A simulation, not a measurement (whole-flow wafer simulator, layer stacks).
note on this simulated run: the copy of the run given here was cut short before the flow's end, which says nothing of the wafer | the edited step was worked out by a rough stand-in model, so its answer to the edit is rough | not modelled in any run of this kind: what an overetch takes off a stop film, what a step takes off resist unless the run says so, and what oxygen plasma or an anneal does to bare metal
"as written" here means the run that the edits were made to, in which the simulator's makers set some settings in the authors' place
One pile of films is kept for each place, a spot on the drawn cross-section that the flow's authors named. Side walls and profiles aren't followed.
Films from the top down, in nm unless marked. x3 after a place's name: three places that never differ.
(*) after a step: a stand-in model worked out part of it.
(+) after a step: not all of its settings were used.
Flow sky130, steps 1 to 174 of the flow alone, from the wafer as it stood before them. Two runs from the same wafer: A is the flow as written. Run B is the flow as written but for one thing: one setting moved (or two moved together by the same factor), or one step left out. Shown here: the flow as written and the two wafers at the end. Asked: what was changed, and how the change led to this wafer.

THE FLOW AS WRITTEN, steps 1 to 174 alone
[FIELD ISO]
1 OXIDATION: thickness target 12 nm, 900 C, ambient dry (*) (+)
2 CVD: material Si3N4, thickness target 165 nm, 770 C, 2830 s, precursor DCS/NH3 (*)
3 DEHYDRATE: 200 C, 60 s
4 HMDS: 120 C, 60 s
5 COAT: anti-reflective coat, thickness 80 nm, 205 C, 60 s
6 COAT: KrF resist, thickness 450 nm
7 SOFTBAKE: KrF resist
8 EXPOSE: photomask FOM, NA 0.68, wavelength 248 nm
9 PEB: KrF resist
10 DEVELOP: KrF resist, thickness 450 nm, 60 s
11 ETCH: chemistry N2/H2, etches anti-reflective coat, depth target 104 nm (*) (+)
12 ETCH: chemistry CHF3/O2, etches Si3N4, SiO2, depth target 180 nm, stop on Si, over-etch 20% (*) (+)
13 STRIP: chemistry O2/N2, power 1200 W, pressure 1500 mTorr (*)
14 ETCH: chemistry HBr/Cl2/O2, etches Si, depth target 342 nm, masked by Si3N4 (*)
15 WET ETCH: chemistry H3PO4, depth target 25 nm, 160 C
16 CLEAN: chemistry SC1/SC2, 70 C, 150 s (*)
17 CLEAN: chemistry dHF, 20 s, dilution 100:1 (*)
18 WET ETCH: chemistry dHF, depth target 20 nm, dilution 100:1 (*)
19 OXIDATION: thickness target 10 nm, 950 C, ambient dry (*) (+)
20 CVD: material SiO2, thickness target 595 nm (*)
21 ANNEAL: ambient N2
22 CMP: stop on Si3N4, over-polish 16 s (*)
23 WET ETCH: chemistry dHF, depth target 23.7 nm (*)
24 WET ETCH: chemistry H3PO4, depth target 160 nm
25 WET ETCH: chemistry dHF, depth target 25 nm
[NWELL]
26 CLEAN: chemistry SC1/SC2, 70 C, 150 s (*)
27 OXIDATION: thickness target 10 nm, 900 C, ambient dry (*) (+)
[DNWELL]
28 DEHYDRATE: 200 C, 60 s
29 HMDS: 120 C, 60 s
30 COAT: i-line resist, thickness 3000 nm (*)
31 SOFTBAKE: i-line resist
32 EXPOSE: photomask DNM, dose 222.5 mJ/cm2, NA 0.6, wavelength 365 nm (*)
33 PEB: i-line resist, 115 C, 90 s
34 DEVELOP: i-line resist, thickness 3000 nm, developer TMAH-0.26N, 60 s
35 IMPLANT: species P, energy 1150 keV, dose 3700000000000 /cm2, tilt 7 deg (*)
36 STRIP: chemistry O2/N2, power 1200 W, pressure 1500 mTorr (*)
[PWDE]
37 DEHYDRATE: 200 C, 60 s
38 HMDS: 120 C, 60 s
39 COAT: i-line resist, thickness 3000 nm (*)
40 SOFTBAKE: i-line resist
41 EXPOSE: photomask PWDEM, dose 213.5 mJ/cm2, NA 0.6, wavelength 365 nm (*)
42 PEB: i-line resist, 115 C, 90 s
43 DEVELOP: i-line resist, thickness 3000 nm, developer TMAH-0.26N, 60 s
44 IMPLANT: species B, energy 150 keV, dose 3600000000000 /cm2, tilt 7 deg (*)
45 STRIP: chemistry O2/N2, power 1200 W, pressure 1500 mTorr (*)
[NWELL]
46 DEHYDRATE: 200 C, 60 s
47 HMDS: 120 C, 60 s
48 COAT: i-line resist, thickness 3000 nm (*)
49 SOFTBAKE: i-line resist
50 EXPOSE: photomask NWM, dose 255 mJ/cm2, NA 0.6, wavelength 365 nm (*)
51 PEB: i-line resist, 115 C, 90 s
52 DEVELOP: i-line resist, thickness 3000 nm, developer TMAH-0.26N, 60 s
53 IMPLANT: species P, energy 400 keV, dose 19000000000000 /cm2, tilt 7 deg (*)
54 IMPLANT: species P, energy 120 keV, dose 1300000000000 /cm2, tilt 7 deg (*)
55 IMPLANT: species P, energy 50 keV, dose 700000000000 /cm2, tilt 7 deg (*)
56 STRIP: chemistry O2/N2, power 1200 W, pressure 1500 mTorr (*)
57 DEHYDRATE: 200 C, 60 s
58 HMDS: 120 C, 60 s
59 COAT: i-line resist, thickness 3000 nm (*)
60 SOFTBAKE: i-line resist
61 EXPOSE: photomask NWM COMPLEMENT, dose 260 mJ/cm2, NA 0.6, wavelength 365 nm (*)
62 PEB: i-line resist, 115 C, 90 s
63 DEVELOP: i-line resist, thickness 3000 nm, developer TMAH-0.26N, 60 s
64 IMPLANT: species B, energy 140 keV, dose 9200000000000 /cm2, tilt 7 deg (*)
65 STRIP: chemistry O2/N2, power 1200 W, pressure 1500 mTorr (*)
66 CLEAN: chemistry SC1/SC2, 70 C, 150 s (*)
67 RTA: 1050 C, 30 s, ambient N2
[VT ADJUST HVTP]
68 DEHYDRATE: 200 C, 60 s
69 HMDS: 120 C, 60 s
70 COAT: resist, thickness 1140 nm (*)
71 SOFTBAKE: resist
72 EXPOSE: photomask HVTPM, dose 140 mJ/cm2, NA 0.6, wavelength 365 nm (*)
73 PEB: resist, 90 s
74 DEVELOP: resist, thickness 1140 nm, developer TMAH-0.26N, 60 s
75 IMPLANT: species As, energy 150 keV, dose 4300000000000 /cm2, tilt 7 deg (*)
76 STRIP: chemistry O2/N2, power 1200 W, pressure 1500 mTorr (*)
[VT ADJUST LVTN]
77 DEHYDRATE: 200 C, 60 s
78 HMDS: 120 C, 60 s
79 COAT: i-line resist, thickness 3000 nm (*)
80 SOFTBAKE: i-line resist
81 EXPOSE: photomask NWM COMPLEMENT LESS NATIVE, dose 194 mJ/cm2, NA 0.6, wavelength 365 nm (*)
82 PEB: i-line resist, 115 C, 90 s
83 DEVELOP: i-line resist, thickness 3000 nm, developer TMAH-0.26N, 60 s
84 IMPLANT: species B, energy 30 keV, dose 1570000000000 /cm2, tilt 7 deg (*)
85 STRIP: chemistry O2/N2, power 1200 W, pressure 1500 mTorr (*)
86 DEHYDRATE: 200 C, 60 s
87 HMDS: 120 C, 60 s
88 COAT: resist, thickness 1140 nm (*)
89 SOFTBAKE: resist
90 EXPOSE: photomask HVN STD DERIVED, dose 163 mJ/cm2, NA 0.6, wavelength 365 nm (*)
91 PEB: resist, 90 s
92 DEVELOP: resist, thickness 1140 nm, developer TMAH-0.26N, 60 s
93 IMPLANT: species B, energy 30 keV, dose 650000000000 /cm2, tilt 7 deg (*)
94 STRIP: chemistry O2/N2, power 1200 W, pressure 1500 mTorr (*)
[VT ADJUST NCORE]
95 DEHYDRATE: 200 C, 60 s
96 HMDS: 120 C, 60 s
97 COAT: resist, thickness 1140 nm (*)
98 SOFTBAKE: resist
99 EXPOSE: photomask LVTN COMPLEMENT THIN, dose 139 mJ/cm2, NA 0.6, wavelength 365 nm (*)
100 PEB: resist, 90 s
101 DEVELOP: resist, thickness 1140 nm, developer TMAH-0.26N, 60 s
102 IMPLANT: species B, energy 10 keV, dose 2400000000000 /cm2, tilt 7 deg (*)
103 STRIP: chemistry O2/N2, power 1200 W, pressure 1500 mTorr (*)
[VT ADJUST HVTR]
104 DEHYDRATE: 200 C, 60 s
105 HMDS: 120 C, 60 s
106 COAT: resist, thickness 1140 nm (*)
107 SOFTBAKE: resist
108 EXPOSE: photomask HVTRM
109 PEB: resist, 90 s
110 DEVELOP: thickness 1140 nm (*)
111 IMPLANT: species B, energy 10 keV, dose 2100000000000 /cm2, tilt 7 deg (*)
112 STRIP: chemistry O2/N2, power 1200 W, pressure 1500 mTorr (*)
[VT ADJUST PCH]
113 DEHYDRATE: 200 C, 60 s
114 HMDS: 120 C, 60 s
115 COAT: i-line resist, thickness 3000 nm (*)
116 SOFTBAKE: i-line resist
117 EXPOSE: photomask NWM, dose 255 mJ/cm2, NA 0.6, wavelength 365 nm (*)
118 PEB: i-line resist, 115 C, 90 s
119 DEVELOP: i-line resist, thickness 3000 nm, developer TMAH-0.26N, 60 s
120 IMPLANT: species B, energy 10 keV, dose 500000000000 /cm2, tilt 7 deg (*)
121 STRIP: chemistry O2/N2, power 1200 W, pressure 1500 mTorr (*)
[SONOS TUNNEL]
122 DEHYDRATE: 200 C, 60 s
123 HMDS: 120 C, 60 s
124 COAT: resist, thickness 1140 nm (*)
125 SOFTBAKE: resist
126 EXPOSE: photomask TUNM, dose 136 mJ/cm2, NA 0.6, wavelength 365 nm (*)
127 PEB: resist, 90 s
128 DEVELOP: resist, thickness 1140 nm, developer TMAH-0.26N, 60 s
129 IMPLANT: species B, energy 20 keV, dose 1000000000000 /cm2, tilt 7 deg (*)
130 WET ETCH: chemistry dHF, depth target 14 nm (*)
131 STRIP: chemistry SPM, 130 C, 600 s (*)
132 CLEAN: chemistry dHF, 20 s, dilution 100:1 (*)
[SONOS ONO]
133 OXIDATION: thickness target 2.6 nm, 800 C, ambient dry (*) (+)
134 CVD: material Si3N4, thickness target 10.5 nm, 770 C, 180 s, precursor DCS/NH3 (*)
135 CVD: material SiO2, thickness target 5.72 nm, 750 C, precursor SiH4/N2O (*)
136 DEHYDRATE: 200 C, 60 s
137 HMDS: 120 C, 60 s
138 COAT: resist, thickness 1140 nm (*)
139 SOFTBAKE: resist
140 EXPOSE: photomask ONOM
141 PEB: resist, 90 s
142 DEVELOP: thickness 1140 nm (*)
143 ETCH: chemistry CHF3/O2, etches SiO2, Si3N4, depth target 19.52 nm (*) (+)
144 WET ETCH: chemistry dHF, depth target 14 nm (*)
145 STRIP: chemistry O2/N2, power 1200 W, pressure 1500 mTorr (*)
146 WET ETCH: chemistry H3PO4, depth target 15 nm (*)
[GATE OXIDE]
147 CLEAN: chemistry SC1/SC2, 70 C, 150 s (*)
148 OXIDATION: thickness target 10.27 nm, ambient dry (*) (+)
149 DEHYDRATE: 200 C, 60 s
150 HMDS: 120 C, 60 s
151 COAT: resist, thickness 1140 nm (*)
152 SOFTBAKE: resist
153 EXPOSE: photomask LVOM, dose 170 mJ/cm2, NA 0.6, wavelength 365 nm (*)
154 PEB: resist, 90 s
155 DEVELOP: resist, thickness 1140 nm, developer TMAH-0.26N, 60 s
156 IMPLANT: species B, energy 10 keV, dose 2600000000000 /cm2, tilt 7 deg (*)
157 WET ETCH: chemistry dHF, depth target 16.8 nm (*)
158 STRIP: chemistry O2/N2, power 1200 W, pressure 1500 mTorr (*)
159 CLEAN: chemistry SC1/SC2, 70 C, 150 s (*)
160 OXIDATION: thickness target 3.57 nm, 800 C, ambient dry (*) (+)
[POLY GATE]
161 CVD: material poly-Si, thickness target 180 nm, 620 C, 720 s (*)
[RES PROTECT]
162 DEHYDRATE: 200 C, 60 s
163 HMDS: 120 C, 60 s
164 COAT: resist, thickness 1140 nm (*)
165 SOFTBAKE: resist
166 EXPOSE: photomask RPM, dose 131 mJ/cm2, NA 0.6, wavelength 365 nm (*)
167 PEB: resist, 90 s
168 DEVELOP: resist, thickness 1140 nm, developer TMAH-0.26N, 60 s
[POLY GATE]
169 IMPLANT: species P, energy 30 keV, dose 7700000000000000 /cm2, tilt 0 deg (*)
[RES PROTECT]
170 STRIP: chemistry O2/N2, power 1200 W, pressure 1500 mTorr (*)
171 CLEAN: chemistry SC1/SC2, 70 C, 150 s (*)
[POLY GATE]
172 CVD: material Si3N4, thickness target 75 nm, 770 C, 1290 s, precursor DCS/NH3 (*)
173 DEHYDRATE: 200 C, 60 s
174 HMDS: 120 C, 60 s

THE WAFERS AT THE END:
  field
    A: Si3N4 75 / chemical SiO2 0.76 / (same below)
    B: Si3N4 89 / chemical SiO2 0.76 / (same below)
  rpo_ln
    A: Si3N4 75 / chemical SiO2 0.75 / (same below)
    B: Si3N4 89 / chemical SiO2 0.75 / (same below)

The cause: step 172, CVD: 782 C was run, where the flow has 770 C.

How the change led to this, step by step:
  172 CVD: material Si3N4, thickness target 75 nm, 770 C, 1290 s, precursor DCS/NH3 (*)
      field, active, n_well and 187 more: A Si3N4 +75 (new film) | B Si3N4 +89 (new film)
